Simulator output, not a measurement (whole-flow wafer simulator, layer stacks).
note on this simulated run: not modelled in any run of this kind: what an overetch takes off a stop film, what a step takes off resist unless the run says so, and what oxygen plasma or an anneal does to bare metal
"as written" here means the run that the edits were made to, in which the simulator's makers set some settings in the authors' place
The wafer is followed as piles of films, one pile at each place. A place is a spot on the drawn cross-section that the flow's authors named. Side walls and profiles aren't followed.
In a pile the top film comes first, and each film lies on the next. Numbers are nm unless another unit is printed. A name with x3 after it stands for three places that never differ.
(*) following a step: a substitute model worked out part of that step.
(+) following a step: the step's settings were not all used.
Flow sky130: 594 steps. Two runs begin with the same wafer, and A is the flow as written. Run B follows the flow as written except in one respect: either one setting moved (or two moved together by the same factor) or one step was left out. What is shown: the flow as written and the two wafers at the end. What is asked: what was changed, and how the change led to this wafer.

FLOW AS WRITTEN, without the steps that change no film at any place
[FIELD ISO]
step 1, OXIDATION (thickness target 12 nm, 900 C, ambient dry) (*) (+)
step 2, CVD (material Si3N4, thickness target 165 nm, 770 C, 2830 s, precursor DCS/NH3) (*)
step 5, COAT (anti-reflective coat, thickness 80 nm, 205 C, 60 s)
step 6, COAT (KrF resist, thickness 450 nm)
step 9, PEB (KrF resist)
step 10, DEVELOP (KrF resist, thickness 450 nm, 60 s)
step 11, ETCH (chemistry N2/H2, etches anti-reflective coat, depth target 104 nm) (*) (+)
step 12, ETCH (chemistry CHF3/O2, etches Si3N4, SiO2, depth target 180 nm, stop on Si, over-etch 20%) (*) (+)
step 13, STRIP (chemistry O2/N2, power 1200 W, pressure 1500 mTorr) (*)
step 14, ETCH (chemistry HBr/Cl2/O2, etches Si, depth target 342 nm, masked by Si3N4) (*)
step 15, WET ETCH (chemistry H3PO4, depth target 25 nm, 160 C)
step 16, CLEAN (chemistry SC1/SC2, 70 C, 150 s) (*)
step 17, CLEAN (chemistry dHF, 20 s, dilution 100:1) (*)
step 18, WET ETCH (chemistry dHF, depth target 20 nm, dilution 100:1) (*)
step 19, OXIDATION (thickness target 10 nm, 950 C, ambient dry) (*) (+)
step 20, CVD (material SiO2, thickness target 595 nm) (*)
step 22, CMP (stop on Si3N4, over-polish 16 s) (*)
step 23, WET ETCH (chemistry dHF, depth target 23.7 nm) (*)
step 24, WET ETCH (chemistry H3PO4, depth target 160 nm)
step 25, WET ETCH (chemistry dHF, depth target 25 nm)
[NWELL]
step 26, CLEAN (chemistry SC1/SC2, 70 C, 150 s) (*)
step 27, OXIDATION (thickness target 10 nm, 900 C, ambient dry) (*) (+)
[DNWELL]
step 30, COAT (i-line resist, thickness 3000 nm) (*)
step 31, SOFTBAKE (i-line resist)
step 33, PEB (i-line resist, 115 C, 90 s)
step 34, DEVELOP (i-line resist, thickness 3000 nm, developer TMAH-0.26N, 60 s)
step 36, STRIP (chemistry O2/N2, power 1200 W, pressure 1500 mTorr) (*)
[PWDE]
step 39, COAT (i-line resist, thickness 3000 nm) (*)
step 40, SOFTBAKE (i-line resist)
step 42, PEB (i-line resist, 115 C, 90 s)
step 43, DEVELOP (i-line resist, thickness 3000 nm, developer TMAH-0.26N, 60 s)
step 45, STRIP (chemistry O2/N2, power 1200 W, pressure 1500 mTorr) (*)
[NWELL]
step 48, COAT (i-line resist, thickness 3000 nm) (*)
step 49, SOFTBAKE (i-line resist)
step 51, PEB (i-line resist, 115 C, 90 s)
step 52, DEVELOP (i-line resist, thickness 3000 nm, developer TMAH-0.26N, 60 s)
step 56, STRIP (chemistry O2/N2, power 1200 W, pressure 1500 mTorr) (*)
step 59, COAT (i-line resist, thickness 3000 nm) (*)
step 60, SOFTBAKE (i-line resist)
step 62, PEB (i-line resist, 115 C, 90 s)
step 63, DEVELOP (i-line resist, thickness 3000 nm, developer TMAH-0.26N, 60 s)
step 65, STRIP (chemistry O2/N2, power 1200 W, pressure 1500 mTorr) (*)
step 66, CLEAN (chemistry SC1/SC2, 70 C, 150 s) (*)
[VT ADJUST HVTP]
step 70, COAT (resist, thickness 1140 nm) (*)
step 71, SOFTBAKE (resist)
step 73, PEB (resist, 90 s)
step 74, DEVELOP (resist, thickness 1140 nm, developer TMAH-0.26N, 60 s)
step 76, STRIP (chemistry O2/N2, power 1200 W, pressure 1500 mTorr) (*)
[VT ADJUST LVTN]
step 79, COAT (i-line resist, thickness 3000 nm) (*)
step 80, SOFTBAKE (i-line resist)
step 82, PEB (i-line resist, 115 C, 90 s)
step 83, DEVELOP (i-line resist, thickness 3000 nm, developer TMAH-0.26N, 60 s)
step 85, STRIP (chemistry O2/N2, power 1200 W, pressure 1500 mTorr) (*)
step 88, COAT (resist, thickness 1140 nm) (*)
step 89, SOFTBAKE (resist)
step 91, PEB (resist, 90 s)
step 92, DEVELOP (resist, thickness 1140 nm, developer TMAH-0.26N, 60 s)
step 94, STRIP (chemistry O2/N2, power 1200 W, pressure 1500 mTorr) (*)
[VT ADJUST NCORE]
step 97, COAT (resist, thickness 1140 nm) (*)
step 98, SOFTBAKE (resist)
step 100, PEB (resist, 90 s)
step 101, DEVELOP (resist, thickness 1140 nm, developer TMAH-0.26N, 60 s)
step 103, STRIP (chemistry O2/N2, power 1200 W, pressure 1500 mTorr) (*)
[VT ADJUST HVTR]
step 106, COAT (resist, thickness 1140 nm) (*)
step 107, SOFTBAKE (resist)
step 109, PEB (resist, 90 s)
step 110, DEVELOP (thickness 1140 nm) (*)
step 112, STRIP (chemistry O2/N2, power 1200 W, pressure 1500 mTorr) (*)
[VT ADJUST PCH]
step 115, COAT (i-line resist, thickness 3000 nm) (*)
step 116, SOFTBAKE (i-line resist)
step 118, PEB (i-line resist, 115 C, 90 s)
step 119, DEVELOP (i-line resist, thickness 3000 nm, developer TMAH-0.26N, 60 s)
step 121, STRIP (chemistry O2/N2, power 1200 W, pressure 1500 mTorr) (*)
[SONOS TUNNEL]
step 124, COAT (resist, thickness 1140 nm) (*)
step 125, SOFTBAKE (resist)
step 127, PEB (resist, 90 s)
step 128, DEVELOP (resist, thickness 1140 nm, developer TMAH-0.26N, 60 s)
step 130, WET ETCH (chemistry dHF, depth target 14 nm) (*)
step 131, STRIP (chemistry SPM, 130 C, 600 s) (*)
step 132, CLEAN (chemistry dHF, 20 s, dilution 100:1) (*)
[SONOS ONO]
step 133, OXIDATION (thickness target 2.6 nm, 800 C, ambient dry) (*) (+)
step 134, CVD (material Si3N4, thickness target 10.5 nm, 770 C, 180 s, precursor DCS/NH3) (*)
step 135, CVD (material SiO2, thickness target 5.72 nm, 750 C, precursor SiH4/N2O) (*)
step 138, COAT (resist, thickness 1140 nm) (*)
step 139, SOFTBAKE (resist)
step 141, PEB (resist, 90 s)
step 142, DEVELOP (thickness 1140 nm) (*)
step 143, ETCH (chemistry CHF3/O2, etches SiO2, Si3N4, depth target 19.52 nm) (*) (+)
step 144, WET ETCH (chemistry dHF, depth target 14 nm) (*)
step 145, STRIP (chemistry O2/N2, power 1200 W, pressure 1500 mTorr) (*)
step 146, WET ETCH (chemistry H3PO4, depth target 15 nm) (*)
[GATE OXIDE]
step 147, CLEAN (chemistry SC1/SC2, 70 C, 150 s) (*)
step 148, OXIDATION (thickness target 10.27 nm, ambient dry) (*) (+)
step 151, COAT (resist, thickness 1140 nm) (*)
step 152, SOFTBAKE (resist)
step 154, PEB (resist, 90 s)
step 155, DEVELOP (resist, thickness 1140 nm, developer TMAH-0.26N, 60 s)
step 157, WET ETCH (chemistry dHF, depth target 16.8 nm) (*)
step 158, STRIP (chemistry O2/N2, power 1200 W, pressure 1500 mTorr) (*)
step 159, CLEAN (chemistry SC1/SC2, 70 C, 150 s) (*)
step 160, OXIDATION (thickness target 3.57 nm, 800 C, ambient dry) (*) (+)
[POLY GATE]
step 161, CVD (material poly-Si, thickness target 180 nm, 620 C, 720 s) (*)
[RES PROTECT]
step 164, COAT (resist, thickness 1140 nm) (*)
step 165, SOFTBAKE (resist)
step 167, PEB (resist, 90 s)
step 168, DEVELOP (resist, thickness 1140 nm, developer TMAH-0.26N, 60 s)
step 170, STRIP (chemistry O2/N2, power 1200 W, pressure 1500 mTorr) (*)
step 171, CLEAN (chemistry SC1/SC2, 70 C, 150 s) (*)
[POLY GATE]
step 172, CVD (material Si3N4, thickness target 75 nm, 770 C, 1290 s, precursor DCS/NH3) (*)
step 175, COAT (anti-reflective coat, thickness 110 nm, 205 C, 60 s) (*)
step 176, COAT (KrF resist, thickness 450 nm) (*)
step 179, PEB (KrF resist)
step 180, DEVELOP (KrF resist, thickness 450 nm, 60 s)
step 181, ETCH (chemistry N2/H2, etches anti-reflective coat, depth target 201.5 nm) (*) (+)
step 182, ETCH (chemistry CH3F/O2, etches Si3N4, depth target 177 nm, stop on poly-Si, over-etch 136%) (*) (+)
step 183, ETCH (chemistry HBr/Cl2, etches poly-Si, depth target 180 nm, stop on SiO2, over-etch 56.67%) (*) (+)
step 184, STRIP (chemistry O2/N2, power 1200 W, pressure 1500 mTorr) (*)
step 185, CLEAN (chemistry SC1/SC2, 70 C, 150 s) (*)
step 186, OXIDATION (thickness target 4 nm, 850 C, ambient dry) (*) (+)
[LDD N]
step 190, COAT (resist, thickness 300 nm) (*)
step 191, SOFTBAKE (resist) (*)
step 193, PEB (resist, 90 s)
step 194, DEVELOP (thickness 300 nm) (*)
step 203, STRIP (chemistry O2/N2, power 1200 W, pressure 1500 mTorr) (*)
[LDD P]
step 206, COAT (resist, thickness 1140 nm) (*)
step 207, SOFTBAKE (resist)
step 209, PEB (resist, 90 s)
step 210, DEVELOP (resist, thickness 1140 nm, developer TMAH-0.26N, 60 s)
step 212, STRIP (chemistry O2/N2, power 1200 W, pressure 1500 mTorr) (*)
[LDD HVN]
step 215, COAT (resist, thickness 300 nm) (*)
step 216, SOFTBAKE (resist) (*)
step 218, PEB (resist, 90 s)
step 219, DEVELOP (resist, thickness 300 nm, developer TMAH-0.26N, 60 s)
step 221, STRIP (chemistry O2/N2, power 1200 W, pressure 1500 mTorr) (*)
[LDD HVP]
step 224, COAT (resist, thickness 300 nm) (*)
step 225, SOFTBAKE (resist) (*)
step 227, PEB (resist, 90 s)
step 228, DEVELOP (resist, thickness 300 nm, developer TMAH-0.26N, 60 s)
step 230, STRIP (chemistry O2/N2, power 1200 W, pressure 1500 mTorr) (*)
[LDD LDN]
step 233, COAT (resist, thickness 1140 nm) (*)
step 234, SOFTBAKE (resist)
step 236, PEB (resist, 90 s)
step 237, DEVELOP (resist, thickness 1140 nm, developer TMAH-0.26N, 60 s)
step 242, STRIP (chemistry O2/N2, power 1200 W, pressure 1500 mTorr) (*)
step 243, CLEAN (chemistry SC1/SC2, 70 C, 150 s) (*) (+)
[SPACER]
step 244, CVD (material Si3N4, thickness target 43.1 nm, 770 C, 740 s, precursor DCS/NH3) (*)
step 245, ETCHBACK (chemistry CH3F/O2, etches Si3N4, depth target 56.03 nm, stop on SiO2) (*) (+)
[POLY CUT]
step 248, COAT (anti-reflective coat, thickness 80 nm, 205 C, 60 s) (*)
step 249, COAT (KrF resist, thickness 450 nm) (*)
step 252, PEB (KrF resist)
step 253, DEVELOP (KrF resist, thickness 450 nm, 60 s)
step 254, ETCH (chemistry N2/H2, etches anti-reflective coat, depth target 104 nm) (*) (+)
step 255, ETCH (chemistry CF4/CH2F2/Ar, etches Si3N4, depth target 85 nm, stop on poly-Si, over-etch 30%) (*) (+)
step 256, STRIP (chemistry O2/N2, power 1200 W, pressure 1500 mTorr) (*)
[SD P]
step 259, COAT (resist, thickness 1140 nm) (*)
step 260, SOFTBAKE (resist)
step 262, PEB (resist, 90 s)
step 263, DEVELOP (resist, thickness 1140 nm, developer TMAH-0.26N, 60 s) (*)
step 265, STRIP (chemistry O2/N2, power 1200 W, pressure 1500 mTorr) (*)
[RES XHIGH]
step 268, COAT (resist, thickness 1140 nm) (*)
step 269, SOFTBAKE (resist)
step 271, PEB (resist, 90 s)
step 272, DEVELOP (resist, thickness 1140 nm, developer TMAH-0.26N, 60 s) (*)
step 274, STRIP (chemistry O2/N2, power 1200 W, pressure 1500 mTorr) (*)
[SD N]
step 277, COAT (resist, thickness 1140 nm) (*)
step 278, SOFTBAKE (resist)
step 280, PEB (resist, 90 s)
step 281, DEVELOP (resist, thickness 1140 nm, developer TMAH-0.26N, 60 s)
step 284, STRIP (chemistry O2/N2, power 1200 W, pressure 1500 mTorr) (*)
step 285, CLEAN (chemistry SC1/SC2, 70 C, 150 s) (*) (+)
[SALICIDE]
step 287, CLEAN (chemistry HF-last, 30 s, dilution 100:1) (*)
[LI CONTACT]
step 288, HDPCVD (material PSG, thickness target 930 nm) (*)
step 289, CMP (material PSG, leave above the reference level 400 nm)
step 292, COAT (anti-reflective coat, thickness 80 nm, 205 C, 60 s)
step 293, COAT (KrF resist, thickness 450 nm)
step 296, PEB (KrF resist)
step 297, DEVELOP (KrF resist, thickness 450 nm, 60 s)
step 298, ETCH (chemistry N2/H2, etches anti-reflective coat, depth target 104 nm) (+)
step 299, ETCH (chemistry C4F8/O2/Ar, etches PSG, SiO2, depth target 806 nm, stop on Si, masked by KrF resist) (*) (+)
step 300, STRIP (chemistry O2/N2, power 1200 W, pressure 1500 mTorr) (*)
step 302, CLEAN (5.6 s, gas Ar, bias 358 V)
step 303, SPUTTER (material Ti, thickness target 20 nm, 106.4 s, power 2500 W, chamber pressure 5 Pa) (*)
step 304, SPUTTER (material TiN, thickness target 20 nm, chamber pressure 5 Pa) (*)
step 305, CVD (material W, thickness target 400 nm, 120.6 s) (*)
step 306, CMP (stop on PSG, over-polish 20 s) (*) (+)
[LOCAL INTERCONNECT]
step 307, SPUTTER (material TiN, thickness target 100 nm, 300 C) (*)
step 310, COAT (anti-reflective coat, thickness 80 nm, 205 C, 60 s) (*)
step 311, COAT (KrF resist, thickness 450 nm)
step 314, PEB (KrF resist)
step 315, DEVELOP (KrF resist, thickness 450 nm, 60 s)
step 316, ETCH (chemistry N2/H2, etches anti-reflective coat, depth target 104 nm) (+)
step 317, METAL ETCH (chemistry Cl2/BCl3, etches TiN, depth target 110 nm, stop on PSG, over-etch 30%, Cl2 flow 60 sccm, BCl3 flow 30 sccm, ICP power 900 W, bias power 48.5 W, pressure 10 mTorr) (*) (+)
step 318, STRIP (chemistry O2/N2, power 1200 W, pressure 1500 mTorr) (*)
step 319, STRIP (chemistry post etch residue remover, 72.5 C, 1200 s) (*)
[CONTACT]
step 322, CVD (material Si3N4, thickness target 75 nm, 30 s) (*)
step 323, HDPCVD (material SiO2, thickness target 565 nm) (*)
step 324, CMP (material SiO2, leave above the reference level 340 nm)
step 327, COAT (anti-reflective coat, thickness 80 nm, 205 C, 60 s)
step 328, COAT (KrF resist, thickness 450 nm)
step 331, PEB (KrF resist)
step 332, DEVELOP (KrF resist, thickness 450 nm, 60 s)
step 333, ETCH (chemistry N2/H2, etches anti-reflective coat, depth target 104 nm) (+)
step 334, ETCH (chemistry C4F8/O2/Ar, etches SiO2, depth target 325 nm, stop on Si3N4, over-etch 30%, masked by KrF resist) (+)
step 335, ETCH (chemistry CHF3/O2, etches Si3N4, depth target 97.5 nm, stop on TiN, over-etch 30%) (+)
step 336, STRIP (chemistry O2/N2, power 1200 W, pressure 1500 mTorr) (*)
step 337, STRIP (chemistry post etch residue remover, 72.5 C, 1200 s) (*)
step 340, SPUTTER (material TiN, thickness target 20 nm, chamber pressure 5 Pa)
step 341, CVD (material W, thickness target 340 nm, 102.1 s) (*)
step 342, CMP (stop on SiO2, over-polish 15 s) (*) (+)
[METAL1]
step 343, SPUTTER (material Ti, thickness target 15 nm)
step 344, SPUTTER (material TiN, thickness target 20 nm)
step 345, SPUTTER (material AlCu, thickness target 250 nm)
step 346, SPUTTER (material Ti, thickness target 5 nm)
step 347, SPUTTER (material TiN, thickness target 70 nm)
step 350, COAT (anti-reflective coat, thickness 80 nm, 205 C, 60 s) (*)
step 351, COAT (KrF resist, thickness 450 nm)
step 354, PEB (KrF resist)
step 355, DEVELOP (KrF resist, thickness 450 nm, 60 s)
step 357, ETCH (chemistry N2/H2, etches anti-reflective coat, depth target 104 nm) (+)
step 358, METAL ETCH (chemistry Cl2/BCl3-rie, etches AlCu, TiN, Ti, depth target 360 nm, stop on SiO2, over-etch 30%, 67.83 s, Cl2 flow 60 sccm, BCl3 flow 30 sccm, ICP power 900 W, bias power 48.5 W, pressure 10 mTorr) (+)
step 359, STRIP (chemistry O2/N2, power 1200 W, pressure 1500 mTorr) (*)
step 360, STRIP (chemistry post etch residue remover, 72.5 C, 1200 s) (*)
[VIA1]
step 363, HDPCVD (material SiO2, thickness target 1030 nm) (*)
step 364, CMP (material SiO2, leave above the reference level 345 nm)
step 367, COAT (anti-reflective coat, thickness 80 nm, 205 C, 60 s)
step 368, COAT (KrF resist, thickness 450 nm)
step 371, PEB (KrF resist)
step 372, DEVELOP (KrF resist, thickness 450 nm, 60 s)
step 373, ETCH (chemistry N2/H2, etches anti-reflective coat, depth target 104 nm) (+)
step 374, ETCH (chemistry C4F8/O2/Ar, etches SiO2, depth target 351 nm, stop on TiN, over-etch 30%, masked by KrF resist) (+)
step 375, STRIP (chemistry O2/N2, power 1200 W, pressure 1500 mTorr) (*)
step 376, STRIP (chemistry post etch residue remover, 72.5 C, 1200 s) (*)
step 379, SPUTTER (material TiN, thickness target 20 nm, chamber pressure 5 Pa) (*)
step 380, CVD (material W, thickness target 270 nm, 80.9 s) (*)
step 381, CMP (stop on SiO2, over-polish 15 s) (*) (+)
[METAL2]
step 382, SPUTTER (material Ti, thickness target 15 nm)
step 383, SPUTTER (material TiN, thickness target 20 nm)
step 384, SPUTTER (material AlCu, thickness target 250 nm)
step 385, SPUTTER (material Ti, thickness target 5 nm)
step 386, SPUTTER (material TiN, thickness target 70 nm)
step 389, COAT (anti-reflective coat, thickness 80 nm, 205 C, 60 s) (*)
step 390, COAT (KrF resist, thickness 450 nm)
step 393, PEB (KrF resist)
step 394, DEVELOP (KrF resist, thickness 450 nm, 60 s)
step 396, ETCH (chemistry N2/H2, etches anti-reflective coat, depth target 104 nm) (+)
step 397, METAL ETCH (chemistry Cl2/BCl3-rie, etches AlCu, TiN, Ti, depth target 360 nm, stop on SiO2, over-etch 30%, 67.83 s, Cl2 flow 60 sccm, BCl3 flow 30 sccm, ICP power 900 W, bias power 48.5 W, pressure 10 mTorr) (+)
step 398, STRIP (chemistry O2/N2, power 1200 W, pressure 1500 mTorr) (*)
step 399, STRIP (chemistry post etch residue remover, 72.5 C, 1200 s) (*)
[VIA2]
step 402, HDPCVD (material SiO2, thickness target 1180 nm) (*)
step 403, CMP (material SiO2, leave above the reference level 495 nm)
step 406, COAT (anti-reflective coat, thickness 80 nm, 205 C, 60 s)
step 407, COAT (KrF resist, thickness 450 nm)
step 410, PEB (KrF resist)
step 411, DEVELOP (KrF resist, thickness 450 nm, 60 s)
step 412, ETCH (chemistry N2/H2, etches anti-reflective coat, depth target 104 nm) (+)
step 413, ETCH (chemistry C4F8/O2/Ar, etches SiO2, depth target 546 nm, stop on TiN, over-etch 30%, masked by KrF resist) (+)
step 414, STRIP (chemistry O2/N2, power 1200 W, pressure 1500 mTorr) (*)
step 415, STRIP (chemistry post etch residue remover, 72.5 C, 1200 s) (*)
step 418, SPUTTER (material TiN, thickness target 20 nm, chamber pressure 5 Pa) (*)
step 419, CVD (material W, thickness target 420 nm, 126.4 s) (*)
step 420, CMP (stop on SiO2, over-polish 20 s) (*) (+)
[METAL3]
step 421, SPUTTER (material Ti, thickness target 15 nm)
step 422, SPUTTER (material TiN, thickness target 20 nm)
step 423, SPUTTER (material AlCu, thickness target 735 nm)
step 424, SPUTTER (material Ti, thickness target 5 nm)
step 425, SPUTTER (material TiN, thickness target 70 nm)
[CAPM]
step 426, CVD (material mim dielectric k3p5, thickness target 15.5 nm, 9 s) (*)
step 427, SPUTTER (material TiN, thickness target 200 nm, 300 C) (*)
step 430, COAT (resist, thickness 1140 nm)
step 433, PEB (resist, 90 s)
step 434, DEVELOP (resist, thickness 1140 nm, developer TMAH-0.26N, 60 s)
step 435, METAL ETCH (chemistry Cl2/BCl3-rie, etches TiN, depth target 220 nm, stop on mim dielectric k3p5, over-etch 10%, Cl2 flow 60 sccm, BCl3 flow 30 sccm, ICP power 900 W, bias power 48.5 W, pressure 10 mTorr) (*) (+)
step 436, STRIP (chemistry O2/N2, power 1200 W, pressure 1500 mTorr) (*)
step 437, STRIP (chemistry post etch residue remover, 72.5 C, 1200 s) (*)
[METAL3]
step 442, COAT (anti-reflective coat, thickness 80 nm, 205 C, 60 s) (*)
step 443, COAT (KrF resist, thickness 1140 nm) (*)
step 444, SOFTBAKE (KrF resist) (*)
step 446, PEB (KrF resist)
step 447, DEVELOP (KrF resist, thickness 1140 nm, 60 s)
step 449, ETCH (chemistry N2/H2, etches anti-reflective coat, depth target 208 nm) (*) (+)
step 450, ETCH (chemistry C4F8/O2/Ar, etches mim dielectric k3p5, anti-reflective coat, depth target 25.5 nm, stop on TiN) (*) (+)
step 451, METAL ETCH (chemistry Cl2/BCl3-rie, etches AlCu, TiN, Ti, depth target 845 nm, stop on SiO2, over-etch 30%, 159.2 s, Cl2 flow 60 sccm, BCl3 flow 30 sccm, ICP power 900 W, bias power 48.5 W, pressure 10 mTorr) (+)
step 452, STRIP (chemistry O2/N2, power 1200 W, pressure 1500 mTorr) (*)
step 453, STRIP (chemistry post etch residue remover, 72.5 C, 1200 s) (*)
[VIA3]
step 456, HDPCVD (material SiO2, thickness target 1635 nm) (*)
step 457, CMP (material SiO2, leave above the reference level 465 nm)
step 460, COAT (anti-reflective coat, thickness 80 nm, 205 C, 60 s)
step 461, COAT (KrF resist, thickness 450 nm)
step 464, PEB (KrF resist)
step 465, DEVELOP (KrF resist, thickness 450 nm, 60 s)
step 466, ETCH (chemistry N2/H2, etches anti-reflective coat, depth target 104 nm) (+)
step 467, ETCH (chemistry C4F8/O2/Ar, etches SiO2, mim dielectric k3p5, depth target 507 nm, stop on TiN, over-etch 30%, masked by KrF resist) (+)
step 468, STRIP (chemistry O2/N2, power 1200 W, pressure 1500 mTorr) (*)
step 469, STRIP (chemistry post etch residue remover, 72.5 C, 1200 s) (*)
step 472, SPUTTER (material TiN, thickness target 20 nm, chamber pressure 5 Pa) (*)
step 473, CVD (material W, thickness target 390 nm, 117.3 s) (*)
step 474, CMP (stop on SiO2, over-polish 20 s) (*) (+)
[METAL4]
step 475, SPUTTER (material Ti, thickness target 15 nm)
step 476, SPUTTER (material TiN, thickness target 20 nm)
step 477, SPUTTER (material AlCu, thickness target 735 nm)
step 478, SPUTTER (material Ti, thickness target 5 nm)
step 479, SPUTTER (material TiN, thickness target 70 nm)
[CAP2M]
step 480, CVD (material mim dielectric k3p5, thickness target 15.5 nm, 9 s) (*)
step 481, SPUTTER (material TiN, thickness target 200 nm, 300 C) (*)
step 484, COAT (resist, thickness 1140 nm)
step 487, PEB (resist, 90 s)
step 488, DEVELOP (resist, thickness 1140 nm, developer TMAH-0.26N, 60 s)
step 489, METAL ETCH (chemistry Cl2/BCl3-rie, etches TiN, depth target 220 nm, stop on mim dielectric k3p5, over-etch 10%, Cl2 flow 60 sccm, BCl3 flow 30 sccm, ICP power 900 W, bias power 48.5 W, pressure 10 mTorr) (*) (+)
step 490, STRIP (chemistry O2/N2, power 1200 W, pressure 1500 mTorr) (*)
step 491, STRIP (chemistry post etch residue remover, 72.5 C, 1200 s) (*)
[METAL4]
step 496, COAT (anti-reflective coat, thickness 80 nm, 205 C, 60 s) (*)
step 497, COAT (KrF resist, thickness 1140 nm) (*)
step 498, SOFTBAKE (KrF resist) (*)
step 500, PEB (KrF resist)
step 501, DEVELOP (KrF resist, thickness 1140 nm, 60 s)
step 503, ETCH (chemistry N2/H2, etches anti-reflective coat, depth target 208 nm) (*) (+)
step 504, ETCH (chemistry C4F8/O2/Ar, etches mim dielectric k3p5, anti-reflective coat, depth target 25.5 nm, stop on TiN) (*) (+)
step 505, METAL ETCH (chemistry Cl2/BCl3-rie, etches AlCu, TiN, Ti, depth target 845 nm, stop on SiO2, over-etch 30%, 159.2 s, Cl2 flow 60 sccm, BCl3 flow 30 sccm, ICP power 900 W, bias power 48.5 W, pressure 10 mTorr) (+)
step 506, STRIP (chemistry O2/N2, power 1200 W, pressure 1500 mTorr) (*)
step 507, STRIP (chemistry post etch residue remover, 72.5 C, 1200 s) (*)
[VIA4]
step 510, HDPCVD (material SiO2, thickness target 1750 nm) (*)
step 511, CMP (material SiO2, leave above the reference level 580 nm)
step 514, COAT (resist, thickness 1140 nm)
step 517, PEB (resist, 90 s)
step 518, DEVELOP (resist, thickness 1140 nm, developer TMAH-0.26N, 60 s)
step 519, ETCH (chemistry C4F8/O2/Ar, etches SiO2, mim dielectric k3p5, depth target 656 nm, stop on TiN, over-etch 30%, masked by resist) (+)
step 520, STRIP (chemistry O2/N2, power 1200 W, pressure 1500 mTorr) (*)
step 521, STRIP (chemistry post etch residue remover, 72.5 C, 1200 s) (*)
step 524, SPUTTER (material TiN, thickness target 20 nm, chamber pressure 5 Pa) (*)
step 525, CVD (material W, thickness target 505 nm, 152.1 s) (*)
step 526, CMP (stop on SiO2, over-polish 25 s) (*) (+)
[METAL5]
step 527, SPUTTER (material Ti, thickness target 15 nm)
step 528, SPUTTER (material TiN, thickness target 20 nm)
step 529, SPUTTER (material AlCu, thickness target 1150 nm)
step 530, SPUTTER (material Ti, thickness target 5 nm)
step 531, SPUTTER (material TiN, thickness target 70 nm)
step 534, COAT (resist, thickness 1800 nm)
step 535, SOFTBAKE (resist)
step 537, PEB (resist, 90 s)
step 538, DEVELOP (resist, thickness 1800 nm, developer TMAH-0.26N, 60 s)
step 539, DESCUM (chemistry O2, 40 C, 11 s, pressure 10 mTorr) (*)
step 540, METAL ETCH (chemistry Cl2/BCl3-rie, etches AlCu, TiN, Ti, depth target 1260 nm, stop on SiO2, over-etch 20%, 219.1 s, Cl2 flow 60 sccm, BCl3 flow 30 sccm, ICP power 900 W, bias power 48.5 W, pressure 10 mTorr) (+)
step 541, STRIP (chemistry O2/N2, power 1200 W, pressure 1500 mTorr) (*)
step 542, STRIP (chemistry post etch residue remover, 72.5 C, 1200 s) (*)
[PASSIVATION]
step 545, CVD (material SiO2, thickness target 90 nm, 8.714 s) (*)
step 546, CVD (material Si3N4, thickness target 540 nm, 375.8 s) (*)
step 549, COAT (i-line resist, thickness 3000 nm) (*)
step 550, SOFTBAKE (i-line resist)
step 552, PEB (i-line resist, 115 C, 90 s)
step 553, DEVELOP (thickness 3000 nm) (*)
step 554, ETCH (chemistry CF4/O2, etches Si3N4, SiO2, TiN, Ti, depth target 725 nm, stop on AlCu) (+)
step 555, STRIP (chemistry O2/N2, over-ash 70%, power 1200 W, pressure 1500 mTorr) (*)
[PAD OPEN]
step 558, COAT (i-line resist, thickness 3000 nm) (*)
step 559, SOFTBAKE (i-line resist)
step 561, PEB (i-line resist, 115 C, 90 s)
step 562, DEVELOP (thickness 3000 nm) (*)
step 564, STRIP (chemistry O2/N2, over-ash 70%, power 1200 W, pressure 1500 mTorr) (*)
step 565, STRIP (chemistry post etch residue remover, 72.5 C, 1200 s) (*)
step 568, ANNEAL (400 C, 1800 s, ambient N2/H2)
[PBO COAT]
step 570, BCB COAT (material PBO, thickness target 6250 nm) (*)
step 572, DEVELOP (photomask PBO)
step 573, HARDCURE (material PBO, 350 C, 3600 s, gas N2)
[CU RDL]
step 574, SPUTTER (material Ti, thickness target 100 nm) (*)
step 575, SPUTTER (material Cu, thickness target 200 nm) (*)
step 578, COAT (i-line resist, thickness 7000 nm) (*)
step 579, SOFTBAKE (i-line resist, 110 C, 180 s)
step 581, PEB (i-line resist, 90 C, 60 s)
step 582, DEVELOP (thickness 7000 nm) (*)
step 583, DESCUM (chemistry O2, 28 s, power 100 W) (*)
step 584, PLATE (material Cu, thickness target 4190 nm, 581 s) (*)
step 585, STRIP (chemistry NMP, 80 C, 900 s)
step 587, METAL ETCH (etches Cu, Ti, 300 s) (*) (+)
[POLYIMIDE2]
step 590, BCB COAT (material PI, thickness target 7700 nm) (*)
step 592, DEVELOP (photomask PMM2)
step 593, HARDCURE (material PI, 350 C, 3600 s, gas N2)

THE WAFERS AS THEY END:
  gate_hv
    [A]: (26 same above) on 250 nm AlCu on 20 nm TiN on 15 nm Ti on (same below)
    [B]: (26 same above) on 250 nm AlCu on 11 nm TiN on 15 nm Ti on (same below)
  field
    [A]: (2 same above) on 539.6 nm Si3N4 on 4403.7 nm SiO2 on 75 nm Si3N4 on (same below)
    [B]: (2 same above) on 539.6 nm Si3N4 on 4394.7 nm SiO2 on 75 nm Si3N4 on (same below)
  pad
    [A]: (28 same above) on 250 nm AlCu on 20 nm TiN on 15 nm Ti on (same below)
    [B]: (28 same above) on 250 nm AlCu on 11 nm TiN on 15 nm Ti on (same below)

The reason: step 344, SPUTTER: thickness target 11 nm was run, though the flow has thickness target 20 nm.
The wafer itself shows it: gate_hv has TiN 11, and step 344 as written asks for 20 nm.

Step by step, how the change led to this:
  step 344, SPUTTER (material TiN, thickness target 20 nm)
      field, active, n_well and 188 more: A TiN gains 20 (new film) | B TiN gains 11 (new film)
  step 358, METAL ETCH (chemistry Cl2/BCl3-rie, etches AlCu, TiN, Ti, depth target 360 nm, stop on SiO2, over-etch 30%, 67.83 s, Cl2 flow 60 sccm, BCl3 flow 30 sccm, ICP power 900 W, bias power 48.5 W, pressure 10 mTorr) (+)
      field, active, gate and 81 more: A TiN loses 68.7 (all of it), Ti loses 5 (all of it), AlCu loses 250 (all of it), TiN loses 20 (all of it), Ti loses 15 (all of it), SiO2 loses 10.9 | B TiN loses 68.7 (all of it), Ti loses 5 (all of it), AlCu loses 250 (all of it), TiN loses 11 (all of it), Ti loses 15 (all of it), SiO2 loses 11.8
  step 364, CMP (material SiO2, leave above the reference level 345 nm)
      field, active, gate and 81 more: A SiO2 loses 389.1 | B SiO2 loses 397.2
